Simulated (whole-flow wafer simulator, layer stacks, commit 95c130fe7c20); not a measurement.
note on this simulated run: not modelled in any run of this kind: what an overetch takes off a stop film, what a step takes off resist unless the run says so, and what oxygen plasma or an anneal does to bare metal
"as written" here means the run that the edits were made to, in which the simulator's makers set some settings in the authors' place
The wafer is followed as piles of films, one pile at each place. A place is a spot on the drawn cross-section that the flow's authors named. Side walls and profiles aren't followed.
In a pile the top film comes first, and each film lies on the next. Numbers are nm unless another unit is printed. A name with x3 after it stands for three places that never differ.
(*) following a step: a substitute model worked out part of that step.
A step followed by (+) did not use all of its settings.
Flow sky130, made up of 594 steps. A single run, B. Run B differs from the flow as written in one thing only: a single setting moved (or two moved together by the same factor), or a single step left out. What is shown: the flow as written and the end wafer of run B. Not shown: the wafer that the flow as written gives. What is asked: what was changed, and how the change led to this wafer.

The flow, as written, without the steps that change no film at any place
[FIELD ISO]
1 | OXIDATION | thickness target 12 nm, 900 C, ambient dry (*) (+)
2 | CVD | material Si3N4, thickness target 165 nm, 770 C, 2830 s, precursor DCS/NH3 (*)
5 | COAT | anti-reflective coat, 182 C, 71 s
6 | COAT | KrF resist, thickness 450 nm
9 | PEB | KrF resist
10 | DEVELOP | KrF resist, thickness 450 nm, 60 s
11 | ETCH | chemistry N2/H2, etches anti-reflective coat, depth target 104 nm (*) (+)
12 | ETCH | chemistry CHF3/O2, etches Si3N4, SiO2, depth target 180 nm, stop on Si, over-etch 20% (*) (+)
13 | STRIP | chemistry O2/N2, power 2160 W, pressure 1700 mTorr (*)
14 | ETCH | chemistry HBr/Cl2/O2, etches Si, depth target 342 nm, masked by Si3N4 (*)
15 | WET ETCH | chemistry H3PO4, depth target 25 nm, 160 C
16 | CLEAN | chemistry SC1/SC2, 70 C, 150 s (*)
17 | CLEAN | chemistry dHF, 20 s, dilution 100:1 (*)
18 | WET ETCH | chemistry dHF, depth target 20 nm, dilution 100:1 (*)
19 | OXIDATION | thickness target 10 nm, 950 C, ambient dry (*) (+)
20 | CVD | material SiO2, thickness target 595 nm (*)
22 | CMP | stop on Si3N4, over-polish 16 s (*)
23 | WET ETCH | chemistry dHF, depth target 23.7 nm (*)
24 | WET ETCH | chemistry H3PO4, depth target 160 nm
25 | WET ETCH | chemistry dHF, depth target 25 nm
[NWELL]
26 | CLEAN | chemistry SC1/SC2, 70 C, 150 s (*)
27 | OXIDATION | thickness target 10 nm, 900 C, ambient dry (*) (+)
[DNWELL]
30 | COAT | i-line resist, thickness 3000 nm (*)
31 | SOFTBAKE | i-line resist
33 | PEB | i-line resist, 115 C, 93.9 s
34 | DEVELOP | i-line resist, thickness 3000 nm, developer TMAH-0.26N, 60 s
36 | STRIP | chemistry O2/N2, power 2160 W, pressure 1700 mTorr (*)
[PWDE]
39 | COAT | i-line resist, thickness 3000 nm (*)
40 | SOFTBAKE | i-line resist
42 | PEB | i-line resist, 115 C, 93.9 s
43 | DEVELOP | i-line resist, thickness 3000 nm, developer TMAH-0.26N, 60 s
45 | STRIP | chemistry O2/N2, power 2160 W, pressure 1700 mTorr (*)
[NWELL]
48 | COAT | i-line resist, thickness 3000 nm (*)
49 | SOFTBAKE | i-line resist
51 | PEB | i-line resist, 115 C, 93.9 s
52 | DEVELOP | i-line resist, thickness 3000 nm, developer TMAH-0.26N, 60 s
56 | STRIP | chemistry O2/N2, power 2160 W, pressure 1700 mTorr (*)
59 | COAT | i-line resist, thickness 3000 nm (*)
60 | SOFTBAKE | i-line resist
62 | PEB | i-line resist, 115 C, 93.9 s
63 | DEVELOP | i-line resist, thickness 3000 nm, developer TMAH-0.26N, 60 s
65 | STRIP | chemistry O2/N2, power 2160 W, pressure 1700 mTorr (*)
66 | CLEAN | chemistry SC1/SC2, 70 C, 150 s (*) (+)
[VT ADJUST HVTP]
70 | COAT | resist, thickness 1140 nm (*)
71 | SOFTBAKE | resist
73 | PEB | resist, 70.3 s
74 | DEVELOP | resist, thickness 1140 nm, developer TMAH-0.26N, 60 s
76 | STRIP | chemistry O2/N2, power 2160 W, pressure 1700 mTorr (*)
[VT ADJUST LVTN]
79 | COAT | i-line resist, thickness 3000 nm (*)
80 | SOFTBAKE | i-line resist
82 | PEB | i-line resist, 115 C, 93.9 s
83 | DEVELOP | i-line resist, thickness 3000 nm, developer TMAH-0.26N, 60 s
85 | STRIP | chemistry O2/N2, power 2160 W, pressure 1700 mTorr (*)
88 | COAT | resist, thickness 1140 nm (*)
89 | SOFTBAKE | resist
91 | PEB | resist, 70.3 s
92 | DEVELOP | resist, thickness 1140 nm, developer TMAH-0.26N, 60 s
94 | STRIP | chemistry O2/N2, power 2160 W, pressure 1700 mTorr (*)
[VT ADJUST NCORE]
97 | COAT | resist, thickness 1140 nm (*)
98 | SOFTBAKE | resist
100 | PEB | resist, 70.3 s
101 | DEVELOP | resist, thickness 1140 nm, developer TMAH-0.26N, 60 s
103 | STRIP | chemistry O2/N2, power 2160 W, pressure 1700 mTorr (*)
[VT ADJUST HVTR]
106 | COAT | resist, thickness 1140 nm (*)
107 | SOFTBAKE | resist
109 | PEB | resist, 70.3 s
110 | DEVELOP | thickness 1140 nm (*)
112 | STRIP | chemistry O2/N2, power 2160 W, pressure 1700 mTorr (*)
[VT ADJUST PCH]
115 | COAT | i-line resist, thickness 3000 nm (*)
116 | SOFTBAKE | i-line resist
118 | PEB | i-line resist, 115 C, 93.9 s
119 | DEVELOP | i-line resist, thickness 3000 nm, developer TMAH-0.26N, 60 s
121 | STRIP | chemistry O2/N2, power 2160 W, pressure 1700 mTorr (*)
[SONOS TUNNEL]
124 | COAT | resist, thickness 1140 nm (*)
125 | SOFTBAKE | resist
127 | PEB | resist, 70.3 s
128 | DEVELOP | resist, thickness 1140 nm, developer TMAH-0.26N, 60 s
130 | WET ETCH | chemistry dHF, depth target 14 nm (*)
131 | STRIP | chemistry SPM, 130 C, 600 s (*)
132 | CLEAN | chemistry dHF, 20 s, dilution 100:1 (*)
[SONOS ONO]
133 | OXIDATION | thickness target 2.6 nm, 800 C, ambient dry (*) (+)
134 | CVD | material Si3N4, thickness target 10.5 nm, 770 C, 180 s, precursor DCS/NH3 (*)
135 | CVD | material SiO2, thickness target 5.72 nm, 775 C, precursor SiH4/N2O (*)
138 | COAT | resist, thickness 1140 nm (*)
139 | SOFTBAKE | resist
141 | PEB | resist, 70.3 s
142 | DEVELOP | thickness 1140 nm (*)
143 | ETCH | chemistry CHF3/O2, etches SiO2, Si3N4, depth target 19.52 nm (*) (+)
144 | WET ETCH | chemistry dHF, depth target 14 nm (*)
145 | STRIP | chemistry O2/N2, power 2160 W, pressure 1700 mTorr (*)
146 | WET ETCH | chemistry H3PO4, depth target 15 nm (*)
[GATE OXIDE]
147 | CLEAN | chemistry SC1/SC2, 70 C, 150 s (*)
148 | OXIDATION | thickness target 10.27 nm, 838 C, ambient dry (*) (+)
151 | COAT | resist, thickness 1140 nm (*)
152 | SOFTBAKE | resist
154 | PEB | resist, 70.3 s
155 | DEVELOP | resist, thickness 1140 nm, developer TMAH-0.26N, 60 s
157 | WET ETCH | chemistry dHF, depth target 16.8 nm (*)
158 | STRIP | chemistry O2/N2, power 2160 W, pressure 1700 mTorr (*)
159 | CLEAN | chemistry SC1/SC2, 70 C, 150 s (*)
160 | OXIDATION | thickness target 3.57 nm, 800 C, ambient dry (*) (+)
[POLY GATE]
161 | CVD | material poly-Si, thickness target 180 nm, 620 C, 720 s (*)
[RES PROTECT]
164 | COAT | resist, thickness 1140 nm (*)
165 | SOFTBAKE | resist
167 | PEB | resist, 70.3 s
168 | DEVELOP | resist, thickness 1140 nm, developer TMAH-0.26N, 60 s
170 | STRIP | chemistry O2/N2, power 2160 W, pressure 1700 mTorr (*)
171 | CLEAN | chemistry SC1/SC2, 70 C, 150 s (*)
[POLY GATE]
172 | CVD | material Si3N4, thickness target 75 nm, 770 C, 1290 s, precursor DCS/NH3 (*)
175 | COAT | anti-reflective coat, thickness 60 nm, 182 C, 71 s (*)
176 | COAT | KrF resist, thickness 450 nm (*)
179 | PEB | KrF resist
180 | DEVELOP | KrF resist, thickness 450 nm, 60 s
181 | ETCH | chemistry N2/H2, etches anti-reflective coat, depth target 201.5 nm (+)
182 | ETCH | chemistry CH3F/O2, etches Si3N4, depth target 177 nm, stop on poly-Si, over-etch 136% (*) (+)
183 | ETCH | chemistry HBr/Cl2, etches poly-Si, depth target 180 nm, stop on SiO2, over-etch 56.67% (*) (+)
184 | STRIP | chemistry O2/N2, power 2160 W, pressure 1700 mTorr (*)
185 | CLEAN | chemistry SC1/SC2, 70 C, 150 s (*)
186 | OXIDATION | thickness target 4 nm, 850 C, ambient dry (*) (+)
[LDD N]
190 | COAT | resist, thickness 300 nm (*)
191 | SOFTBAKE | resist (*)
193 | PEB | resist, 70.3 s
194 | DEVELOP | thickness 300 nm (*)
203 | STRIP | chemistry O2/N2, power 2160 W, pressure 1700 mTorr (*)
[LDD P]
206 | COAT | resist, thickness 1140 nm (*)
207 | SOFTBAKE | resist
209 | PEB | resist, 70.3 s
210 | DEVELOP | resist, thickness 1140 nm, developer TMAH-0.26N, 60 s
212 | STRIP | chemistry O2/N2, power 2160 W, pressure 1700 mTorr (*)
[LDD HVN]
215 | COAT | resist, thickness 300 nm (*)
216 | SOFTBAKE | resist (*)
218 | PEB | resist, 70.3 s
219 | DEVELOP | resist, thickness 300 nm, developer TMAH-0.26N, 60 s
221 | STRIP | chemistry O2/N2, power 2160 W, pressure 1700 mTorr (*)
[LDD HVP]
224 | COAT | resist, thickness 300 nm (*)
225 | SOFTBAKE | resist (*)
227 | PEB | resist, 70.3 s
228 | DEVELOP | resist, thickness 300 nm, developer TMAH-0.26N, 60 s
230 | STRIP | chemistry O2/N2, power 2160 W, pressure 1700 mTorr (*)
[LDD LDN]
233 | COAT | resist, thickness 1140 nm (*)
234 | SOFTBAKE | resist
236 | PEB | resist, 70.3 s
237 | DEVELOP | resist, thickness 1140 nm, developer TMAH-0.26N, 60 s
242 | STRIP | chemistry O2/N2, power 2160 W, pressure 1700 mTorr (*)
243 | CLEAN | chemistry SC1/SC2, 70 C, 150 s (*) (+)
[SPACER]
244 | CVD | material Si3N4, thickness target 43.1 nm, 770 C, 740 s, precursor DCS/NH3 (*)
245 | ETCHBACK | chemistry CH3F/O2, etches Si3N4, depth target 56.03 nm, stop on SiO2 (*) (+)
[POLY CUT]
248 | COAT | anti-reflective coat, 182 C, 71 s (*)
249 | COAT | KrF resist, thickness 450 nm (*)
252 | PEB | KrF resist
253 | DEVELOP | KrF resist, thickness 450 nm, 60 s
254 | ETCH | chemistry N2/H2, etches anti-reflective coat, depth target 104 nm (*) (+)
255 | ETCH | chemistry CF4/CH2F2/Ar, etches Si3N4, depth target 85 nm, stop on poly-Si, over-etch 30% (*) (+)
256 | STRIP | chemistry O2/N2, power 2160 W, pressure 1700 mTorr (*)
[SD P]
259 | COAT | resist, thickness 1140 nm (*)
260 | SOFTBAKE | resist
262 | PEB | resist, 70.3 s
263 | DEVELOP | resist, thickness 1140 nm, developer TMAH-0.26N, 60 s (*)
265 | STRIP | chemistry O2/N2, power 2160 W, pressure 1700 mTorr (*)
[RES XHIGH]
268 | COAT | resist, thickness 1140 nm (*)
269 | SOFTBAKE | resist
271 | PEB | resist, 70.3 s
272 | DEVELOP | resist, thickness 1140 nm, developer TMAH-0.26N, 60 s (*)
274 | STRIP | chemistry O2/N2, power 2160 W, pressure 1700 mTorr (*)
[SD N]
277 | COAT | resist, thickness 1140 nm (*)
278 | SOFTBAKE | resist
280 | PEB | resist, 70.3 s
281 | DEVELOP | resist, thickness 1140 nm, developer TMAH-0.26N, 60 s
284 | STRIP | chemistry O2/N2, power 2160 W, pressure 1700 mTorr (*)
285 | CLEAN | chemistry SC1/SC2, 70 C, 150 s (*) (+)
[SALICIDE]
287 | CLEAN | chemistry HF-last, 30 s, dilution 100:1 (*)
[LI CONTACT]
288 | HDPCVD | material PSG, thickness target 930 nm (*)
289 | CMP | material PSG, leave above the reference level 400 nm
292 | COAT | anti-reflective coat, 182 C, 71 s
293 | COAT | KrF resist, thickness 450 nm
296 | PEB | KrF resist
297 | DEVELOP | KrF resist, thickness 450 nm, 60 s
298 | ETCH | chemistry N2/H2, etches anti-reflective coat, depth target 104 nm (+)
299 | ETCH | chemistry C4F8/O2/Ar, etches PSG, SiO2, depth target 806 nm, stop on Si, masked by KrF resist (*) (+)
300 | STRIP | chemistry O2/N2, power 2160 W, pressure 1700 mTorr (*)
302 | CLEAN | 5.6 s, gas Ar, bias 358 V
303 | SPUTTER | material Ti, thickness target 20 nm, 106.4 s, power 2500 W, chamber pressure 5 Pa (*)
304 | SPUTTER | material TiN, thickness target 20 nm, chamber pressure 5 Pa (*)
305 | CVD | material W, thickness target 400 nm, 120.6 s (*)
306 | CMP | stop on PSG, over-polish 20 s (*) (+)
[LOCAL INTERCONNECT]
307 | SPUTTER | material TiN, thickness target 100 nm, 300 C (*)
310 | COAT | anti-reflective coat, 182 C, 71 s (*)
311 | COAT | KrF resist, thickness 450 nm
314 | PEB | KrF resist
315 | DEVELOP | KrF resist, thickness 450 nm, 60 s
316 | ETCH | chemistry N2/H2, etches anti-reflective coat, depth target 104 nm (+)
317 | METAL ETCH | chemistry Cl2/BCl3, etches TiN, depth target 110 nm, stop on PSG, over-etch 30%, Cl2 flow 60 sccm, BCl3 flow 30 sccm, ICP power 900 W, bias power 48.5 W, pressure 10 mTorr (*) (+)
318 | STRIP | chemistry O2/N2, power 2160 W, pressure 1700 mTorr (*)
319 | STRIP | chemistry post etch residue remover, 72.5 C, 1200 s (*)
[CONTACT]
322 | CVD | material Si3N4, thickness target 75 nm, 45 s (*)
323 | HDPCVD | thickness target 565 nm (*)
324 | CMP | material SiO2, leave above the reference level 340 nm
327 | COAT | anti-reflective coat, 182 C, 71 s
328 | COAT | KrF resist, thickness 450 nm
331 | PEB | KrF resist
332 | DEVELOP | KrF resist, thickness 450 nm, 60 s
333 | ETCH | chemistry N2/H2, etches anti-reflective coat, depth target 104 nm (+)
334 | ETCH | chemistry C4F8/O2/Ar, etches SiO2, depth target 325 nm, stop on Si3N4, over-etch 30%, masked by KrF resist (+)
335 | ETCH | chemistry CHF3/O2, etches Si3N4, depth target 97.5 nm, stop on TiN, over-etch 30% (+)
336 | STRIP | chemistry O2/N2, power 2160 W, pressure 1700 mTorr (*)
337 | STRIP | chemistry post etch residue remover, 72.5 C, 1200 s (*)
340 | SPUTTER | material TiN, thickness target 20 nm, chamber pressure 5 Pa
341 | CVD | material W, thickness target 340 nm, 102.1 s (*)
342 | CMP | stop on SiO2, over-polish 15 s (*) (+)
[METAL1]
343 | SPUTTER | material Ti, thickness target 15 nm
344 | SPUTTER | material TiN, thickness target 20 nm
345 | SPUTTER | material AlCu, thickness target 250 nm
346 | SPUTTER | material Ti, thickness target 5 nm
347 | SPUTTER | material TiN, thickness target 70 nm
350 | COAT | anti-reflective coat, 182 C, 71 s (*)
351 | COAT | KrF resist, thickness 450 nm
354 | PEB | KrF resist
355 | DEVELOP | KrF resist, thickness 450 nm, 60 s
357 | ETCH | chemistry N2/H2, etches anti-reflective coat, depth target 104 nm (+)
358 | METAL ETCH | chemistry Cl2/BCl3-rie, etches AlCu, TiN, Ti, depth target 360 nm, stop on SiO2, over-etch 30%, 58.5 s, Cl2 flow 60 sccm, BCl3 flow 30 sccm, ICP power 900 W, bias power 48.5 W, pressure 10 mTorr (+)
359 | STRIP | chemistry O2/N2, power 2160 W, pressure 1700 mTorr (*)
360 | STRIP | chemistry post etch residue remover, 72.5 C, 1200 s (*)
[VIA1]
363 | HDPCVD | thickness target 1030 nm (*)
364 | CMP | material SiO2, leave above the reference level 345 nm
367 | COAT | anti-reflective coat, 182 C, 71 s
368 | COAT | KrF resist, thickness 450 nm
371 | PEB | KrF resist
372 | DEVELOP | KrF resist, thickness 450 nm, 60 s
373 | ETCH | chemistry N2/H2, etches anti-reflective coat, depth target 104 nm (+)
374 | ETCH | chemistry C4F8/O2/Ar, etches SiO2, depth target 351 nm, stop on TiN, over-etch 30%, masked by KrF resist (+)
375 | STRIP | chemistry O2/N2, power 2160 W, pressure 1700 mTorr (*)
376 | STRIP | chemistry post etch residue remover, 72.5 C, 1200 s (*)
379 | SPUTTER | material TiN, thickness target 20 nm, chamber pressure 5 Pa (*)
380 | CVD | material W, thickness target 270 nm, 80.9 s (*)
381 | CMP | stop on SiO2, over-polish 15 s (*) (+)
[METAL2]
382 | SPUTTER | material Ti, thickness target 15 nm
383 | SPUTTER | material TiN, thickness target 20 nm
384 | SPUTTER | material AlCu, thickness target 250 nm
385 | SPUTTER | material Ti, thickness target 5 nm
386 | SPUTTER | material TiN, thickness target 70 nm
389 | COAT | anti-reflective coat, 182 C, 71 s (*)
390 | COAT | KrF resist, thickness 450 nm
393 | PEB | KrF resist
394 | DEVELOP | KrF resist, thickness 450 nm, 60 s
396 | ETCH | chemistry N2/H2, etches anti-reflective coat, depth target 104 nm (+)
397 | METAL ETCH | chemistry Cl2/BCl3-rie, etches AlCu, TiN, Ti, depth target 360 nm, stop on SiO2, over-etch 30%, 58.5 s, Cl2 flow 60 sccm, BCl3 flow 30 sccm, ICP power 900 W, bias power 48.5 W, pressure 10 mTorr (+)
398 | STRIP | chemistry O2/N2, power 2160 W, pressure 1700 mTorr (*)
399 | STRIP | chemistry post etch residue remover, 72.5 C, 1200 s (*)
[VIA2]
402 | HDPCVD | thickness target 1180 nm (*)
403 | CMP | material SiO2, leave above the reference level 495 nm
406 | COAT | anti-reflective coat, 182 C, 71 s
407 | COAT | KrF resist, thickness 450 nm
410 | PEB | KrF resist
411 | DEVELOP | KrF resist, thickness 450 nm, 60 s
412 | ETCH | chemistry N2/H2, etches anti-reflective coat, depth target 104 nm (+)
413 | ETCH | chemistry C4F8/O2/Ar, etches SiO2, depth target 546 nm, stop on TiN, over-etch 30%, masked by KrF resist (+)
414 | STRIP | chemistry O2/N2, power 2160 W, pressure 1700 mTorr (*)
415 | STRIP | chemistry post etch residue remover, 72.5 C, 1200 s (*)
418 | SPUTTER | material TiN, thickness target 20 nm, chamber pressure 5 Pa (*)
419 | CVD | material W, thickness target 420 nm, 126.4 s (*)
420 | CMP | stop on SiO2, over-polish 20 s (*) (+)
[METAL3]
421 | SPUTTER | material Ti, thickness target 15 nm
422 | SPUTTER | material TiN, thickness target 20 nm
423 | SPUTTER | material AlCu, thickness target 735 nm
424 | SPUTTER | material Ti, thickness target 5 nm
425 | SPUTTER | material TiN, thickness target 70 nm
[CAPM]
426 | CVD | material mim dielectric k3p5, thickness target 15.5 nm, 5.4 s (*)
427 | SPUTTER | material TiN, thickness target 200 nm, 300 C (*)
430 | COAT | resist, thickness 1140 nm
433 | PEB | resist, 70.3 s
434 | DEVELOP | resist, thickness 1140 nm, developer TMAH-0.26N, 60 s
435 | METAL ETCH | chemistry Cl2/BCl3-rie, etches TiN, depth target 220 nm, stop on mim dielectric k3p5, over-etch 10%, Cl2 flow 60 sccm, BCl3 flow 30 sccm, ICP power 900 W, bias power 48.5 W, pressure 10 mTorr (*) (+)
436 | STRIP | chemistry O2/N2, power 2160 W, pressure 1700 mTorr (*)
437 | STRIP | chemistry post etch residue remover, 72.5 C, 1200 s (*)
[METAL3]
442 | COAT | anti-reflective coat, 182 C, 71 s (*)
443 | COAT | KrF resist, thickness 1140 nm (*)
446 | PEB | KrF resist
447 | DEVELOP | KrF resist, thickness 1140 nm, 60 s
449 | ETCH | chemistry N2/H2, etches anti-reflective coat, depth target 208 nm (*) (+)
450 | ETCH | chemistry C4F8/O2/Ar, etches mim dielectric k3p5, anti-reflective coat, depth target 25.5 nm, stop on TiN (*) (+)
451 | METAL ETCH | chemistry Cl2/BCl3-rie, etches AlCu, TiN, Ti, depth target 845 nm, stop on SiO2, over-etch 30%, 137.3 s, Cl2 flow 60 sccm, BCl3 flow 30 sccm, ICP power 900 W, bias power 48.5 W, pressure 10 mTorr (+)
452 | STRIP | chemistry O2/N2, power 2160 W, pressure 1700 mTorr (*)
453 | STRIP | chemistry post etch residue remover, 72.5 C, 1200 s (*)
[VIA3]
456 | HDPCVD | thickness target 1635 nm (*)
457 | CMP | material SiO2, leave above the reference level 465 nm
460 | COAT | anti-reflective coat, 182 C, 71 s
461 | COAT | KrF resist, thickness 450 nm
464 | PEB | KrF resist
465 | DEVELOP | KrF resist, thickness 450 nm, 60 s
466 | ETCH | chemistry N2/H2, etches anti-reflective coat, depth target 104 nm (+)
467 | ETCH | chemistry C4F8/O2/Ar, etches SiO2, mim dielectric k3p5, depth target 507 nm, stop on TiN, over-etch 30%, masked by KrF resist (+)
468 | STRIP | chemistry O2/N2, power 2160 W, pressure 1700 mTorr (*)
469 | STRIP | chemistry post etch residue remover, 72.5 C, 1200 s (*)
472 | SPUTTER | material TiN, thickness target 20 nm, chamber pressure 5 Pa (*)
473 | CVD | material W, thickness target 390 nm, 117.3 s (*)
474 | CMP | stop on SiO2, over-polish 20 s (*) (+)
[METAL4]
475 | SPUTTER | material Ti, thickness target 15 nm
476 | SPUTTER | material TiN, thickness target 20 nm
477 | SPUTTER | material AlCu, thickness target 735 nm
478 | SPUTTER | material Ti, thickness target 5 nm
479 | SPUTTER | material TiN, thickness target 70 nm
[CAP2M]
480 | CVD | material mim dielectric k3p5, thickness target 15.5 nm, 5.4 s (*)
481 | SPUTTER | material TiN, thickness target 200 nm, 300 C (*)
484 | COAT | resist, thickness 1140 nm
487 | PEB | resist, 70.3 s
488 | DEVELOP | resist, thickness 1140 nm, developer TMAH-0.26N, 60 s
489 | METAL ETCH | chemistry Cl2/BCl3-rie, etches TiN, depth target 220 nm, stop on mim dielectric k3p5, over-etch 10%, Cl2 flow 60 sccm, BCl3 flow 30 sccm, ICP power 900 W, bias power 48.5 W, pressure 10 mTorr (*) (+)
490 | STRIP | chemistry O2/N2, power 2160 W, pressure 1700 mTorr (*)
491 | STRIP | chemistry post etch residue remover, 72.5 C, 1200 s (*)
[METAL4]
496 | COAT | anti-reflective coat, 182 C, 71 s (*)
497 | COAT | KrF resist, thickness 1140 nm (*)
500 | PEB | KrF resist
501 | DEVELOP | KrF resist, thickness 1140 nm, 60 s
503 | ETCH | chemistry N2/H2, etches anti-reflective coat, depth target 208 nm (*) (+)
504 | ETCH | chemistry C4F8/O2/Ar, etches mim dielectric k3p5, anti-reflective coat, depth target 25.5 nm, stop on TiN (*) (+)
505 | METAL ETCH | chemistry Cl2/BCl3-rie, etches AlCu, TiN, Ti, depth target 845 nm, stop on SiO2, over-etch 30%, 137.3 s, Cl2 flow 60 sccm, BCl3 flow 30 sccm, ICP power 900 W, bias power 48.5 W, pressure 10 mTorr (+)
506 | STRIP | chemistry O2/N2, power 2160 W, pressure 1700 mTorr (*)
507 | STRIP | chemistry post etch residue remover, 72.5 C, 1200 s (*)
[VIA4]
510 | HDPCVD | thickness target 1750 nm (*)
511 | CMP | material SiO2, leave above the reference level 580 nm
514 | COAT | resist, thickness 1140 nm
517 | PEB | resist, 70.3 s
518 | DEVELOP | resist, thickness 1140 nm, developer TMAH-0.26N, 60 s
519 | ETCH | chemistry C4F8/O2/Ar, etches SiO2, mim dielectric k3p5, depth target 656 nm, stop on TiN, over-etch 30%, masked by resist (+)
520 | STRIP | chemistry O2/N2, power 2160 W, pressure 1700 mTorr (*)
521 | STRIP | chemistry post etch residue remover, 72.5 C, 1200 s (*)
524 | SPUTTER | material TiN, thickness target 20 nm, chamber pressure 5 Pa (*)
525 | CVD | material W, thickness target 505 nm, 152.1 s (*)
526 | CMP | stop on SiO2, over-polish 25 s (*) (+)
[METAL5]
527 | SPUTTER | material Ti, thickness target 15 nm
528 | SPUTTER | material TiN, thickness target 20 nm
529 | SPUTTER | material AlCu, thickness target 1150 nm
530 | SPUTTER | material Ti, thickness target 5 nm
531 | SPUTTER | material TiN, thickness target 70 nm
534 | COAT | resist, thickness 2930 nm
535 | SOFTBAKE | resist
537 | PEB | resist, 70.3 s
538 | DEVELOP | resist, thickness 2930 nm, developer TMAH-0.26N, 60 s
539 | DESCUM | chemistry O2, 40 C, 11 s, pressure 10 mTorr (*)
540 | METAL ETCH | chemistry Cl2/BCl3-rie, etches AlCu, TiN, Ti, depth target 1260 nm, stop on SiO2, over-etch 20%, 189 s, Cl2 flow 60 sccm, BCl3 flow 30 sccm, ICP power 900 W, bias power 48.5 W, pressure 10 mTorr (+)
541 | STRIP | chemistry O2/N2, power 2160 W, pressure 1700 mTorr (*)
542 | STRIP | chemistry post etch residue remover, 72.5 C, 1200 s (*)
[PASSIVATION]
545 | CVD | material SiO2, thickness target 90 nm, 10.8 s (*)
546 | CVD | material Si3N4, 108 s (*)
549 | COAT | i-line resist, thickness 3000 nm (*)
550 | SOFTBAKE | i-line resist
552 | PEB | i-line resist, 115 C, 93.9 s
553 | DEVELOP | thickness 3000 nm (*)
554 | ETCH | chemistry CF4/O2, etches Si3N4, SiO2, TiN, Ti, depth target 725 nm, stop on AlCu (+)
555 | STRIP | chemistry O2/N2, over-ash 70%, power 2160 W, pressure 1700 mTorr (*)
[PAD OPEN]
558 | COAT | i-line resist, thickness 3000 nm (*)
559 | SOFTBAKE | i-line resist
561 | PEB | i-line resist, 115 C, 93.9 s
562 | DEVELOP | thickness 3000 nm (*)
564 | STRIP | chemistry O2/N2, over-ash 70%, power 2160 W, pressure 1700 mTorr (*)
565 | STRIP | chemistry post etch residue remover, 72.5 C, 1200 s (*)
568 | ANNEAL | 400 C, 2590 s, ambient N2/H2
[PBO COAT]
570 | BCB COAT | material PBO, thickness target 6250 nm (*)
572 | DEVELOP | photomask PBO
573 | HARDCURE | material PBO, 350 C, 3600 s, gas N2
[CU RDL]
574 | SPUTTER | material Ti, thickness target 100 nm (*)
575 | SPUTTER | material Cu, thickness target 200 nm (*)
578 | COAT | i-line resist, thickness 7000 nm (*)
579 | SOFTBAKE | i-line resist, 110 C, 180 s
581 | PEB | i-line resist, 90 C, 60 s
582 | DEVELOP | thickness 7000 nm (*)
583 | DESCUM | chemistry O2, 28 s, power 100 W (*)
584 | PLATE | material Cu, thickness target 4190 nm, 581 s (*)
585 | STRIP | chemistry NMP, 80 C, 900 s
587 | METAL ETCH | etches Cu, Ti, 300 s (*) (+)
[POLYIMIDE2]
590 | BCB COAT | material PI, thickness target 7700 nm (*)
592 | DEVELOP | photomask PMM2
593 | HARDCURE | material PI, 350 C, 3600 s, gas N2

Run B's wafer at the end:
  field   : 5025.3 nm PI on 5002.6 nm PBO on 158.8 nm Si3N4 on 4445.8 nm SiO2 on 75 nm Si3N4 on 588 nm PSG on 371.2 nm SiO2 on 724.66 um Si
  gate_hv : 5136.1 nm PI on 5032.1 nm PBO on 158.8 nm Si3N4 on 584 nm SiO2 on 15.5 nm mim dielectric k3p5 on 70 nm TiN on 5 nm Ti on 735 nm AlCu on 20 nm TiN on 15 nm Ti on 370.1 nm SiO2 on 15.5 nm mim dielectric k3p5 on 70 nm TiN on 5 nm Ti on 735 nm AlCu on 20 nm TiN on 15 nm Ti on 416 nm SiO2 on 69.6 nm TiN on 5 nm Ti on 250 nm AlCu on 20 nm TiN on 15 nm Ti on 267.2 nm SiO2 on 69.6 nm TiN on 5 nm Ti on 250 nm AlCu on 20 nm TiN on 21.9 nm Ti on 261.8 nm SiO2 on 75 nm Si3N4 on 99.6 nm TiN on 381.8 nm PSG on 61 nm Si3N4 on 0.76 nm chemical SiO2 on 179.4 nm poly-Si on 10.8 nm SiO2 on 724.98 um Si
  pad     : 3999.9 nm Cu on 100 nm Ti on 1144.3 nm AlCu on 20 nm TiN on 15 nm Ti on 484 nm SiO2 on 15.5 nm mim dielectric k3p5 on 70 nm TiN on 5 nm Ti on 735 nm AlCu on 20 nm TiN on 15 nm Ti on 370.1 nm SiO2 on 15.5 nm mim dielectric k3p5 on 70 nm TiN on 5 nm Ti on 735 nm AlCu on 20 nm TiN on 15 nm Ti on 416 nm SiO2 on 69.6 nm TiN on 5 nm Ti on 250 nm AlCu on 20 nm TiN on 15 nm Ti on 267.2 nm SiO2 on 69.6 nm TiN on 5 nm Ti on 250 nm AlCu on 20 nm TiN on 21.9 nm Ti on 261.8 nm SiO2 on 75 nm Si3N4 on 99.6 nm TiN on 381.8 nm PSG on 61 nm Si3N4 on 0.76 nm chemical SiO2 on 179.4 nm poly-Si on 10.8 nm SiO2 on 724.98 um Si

Cause: step 343, SPUTTER: thickness target 21.9 nm was run, whereas the flow has thickness target 15 nm.
The wafer itself shows it: gate_hv has Ti 21.9, and step 343 as written asks for 15 nm.

How this came from the change, step by step:
  343 | SPUTTER | material Ti, thickness target 15 nm
      field, active, n_well and 188 more: Ti gains 21.9 (new film) (it would be, as written: Ti gains 15 (new film))
  358 | METAL ETCH | chemistry Cl2/BCl3-rie, etches AlCu, TiN, Ti, depth target 360 nm, stop on SiO2, over-etch 30%, 58.5 s, Cl2 flow 60 sccm, BCl3 flow 30 sccm, ICP power 900 W, bias power 48.5 W, pressure 10 mTorr (+)
      field, active, gate and 81 more: TiN loses 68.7 (all of it), Ti loses 5 (all of it), AlCu loses 250 (all of it), TiN loses 20 (all of it), Ti loses 21.9 (all of it), SiO2 loses 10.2 (it would be, as written: TiN loses 68.7 (all of it), Ti loses 5 (all of it), AlCu loses 250 (all of it), TiN loses 20 (all of it), Ti loses 15 (all of it), SiO2 loses 10.9)
